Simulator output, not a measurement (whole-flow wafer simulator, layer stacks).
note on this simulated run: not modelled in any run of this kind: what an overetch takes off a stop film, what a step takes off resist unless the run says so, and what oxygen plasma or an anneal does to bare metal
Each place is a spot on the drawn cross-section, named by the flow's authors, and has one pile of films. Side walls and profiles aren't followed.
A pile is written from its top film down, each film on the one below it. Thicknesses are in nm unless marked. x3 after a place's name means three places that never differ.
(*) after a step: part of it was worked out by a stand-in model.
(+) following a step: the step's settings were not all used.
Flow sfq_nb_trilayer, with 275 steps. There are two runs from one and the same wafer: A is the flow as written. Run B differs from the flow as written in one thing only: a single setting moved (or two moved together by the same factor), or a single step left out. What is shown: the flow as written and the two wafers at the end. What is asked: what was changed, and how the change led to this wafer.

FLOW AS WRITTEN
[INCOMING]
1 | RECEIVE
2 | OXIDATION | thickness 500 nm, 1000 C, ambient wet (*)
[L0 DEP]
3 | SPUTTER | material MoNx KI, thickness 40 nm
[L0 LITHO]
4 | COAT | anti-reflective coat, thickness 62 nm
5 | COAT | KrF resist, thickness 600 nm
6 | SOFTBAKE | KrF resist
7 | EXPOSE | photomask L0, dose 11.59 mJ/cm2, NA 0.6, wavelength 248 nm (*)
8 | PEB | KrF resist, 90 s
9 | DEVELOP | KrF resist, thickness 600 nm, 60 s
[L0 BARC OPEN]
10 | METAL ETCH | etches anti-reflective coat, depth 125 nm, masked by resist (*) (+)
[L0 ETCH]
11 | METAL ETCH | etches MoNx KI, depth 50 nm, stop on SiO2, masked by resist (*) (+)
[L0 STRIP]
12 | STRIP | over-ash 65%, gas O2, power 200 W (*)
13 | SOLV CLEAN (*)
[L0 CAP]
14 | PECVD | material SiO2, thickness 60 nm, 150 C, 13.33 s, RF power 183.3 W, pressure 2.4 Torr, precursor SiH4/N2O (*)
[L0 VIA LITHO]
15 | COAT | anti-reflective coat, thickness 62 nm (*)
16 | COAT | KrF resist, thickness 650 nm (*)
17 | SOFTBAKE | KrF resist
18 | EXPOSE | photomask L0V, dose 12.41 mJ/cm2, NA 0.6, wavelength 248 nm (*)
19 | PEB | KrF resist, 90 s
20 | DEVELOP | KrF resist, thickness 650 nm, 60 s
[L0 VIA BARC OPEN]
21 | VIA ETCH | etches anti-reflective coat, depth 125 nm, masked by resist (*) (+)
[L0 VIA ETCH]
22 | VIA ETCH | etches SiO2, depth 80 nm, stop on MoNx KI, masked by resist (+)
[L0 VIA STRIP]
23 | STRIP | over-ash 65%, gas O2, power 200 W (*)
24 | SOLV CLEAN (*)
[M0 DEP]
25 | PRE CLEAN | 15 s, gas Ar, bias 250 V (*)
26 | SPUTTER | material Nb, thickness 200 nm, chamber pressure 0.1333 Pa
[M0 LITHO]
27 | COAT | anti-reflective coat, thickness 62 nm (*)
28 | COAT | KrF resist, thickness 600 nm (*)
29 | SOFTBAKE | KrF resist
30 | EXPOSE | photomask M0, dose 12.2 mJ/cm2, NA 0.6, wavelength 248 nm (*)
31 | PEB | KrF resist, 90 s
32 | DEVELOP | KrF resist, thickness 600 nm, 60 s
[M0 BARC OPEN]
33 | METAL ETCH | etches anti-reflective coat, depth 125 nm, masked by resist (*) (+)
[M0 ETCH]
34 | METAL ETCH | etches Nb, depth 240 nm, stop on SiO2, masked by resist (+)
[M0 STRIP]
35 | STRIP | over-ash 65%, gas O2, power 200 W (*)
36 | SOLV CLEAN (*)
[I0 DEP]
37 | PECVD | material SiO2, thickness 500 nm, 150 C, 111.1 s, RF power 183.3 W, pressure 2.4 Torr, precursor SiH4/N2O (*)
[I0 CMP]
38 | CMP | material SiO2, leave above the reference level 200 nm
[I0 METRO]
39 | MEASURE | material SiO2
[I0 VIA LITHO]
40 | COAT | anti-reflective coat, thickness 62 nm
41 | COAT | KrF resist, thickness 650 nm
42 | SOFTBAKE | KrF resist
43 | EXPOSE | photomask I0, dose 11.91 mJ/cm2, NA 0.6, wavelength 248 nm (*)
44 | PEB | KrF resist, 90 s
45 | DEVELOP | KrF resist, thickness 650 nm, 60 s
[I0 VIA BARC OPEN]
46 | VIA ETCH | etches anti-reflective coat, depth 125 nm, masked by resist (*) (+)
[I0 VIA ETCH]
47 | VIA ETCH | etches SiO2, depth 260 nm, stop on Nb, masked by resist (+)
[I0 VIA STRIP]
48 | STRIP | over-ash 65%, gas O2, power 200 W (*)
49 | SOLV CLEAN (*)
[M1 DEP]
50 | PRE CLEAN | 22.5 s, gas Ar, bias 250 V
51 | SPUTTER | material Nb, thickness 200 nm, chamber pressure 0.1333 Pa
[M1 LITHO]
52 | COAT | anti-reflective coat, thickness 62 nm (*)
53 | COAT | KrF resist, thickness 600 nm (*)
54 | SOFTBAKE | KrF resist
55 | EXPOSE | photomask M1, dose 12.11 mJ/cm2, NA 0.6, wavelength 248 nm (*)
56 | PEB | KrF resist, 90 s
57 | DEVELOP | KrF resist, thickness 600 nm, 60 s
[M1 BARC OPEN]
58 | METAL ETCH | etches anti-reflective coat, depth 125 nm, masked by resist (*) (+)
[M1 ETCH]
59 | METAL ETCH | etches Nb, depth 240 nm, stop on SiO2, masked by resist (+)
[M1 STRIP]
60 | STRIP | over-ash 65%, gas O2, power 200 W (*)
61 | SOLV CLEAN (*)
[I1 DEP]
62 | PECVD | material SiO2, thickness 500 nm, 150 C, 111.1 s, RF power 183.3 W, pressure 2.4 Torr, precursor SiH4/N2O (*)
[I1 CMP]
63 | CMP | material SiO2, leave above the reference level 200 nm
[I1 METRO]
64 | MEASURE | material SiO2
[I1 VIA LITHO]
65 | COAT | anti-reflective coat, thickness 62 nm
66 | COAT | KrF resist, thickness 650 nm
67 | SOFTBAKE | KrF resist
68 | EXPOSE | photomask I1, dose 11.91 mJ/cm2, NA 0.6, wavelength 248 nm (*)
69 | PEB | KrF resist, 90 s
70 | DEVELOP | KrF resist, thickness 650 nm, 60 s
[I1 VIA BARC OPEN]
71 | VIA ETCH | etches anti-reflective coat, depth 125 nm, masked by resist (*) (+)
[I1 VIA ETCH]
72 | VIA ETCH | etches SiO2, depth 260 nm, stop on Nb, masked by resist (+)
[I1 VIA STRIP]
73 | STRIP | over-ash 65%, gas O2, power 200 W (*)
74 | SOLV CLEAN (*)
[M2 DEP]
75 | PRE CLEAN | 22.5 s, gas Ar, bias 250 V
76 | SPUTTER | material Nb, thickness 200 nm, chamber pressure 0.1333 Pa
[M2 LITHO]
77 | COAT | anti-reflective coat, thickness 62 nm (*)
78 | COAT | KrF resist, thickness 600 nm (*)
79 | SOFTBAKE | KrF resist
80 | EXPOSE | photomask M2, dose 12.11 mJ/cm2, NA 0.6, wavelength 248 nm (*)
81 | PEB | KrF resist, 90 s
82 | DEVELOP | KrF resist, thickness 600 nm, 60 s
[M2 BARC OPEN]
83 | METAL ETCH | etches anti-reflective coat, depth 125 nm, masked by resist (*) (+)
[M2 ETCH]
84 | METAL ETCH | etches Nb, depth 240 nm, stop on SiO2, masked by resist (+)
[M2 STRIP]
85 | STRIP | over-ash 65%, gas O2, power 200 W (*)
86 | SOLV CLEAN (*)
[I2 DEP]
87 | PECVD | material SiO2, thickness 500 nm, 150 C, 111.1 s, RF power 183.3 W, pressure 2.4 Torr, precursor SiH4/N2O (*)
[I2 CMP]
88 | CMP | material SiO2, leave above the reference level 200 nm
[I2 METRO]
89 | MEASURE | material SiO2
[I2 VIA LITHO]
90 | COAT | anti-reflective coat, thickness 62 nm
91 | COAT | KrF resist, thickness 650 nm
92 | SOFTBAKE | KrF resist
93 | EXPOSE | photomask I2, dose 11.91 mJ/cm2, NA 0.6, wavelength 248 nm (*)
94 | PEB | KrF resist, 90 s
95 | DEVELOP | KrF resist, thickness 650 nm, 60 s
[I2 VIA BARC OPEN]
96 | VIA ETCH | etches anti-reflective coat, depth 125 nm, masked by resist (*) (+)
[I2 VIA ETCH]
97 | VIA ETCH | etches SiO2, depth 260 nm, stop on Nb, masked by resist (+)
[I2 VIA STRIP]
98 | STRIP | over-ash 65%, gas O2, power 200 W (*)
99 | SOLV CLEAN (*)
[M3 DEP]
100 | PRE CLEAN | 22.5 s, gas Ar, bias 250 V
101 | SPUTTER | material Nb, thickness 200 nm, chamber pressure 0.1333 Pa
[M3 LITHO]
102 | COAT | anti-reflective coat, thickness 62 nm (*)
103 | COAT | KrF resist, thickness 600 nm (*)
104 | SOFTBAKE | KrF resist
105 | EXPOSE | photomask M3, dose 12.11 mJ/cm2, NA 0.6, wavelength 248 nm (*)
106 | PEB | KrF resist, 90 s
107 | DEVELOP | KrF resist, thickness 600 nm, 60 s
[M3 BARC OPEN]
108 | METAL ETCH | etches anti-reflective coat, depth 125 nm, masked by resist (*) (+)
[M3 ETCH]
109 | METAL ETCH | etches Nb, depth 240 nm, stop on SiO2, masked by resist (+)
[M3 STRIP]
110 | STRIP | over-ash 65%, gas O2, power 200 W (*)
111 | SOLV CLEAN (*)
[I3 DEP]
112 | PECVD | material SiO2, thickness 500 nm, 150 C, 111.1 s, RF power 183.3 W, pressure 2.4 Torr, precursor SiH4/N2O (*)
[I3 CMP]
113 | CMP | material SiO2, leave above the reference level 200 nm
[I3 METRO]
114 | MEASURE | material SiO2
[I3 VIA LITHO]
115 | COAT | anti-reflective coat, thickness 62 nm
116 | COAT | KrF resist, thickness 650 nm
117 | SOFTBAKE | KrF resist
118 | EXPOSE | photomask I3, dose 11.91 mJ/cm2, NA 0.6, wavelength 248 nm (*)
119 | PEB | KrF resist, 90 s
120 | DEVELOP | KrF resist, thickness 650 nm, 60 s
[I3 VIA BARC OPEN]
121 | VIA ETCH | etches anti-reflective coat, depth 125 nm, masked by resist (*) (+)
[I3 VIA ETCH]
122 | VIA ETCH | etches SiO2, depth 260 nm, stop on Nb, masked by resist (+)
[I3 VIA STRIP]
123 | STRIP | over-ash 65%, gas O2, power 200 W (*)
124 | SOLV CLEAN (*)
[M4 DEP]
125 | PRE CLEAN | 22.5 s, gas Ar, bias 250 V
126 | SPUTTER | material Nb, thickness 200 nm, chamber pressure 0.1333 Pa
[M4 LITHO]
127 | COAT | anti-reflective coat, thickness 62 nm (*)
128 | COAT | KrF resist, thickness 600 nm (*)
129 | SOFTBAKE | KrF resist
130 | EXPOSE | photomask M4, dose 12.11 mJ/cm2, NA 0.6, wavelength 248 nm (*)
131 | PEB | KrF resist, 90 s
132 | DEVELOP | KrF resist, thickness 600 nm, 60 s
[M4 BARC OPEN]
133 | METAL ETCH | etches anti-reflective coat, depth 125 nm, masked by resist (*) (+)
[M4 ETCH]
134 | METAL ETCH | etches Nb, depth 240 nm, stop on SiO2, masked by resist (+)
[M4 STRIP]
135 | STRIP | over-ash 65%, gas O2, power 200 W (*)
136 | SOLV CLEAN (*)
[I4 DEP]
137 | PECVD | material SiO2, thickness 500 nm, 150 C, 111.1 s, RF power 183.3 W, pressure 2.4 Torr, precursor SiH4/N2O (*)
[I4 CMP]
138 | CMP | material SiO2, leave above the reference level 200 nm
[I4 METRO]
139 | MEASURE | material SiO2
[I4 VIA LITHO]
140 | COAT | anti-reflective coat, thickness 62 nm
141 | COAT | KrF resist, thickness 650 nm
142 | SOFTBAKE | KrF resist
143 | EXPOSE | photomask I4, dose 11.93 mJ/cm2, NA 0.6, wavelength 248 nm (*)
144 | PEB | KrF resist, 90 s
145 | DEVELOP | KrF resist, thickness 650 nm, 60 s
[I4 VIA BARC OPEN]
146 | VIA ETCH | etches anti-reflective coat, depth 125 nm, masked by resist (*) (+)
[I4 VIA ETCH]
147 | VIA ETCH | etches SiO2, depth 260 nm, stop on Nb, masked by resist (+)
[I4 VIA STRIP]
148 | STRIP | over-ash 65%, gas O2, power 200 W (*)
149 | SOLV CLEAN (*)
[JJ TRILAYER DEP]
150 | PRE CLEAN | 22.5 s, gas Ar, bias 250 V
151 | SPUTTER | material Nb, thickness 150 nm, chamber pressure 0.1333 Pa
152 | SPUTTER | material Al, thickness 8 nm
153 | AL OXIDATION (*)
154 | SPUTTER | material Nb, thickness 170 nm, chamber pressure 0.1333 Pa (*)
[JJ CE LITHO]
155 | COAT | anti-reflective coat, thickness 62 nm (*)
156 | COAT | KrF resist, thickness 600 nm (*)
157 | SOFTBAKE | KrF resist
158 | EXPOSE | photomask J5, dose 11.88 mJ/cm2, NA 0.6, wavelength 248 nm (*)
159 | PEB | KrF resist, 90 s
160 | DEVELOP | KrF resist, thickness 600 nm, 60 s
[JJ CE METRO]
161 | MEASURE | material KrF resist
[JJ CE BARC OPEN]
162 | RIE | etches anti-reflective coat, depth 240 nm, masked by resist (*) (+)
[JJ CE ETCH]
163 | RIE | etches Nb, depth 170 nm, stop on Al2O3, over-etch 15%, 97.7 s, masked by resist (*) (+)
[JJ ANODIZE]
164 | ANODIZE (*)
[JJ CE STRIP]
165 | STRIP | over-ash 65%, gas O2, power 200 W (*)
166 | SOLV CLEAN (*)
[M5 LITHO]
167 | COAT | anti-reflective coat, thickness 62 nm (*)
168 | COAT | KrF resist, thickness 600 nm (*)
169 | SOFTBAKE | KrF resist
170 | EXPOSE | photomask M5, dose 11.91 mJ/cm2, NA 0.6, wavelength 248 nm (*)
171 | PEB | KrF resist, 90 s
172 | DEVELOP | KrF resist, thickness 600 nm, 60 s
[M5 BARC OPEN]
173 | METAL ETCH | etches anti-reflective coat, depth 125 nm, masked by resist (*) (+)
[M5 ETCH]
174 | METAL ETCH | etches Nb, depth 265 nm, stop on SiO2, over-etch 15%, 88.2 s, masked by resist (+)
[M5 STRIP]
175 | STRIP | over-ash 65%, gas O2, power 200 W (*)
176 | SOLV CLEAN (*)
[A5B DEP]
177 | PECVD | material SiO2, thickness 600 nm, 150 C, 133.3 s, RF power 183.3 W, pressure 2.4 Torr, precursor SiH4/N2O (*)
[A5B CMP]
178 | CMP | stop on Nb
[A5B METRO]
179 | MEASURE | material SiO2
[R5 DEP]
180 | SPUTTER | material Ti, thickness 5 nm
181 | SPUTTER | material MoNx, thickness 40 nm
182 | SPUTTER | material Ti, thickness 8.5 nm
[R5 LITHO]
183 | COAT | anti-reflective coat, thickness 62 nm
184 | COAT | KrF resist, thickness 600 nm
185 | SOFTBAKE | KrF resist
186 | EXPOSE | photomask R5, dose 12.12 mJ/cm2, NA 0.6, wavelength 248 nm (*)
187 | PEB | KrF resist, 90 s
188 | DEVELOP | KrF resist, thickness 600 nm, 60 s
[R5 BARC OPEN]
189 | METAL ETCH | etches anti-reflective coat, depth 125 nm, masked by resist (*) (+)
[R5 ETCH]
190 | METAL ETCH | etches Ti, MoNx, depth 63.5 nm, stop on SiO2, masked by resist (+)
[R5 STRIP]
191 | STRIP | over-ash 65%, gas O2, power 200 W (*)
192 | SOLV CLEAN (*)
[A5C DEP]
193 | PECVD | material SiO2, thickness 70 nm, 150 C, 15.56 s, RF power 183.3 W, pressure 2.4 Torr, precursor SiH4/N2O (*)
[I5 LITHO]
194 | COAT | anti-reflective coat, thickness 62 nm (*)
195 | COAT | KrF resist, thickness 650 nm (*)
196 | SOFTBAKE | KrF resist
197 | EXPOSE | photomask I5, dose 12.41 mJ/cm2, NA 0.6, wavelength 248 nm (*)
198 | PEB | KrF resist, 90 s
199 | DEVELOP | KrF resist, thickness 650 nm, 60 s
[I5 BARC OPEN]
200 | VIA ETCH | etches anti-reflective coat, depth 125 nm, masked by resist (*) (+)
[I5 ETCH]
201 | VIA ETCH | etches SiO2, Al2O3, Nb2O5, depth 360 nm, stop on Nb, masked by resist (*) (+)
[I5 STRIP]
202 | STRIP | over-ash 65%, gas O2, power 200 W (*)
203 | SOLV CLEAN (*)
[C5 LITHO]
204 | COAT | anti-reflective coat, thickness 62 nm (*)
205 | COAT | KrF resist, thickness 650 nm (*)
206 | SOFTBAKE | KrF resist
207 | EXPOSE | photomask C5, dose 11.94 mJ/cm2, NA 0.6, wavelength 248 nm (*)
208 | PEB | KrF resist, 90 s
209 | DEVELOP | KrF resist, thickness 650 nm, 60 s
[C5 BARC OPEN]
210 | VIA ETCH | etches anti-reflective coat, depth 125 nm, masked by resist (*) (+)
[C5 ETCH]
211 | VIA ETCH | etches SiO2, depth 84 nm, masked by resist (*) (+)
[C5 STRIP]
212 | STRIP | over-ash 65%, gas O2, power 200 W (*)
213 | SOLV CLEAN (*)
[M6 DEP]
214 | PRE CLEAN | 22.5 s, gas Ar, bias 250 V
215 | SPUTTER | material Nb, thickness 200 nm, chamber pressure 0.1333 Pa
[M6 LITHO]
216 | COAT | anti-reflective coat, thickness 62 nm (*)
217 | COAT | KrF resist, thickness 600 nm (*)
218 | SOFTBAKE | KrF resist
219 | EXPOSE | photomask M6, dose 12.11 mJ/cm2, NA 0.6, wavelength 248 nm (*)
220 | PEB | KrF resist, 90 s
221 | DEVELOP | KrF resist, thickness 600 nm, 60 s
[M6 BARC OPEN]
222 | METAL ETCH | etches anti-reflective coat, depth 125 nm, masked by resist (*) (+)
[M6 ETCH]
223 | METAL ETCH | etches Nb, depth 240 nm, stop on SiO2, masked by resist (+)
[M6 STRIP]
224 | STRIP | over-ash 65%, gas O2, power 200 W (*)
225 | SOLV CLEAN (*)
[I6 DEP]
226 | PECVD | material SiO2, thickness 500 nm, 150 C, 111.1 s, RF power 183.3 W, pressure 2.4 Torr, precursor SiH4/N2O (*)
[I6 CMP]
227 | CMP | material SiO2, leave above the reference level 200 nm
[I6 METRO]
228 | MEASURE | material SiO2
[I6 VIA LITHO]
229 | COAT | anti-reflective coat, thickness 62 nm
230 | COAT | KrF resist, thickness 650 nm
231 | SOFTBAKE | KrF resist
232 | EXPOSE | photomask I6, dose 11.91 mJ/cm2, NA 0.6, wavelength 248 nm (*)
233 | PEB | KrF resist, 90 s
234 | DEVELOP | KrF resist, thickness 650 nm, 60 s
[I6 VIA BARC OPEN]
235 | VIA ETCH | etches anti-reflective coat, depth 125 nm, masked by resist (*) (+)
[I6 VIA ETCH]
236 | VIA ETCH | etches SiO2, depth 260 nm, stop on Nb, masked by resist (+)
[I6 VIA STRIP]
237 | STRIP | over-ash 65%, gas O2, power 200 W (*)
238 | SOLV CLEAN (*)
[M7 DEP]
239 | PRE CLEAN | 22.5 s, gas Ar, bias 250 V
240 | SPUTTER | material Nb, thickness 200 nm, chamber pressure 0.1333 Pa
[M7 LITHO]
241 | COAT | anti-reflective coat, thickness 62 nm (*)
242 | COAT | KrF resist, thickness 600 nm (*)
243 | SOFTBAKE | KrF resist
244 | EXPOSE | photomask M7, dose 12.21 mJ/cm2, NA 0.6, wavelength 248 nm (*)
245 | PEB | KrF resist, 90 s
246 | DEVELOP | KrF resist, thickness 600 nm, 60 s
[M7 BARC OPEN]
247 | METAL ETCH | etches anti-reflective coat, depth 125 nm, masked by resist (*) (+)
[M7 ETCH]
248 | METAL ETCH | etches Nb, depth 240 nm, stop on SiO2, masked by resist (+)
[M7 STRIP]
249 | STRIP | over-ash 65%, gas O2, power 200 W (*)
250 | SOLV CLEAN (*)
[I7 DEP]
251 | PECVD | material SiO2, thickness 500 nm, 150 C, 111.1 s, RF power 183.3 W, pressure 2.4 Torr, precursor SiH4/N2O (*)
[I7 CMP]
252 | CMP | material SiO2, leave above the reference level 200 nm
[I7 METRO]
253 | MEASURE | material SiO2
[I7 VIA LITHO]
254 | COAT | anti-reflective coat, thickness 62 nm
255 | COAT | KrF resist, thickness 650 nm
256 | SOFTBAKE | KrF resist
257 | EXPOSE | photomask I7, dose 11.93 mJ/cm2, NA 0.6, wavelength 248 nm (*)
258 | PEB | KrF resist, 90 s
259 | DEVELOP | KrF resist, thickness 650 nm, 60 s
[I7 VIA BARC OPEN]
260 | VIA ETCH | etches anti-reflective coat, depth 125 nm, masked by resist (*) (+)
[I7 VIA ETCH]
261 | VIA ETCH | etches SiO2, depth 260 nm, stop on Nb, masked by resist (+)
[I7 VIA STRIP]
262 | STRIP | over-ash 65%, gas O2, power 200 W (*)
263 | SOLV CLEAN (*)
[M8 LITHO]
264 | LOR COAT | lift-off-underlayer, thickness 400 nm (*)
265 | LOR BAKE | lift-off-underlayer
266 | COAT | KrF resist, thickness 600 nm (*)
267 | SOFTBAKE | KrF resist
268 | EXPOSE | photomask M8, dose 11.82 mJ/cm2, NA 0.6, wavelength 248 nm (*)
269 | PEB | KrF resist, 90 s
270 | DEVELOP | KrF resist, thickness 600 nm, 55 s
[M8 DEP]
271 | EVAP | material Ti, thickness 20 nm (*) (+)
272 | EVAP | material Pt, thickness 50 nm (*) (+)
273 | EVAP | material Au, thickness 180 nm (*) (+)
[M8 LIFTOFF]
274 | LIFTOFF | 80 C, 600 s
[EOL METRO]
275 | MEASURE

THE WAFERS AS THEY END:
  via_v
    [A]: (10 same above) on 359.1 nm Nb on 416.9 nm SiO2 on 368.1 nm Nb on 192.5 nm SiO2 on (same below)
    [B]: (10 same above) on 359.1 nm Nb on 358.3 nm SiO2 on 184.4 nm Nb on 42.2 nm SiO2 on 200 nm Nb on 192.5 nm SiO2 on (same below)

What caused this: step 72, VIA ETCH: depth 150.1 nm was run, though the flow has depth 260 nm.

Step by step, how the change led to this:
  72 | VIA ETCH | etches SiO2, depth 260 nm, stop on Nb, masked by resist (+)
      via_v: A -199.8 SiO2 (all of it) | B -150.1 SiO2
      field_l, v_sur, via_wl and 102 more: A -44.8 KrF resist | B -25.9 KrF resist
  73 | STRIP | over-ash 65%, gas O2, power 200 W (*)
      field_l, v_sur, via_wl and 102 more: A -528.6 KrF resist (all of it), -62 anti-reflective coat (all of it) | B -547.6 KrF resist (all of it), -62 anti-reflective coat (all of it)
  75 | PRE CLEAN | 22.5 s, gas Ar, bias 250 V
      via_v: A -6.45 Nb | B -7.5 SiO2
  76 | SPUTTER | material Nb, thickness 200 nm, chamber pressure 0.1333 Pa
      via_v: A +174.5 Nb | B +184.4 Nb (new film)
  77 | COAT | anti-reflective coat, thickness 62 nm (*)
      via_v: A +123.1 anti-reflective coat (new film) | B +111.5 anti-reflective coat (new film)
  78 | COAT | KrF resist, thickness 600 nm (*)
      via_v: A +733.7 KrF resist (new film) | B +694.4 KrF resist (new film)
  85 | STRIP | over-ash 65%, gas O2, power 200 W (*)
      via_v: A -515.8 KrF resist (all of it), -123.1 anti-reflective coat (all of it) | B -476.5 KrF resist (all of it), -111.5 anti-reflective coat (all of it)
  87 | PECVD | material SiO2, thickness 500 nm, 150 C, 111.1 s, RF power 183.3 W, pressure 2.4 Torr, precursor SiH4/N2O (*)
      via_v: A +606 SiO2 (new film) | B +522.9 SiO2 (new film)
  88 | CMP | material SiO2, leave above the reference level 200 nm
      via_v: A -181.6 SiO2 | B -157.1 SiO2
With metal films that touch counted as one body, via_v has 7 bodies (between them, from the top down: SiO2 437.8; SiO2 209 / Al2O3 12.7 / Nb2O5 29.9; SiO2 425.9; SiO2 358.3; SiO2 42.2; SiO2 192.5); the flow as written gives 6 bodies (between them, from the top down: SiO2 437.8; SiO2 209 / Al2O3 12.7 / Nb2O5 29.9; SiO2 425.9; SiO2 416.9; SiO2 192.5).
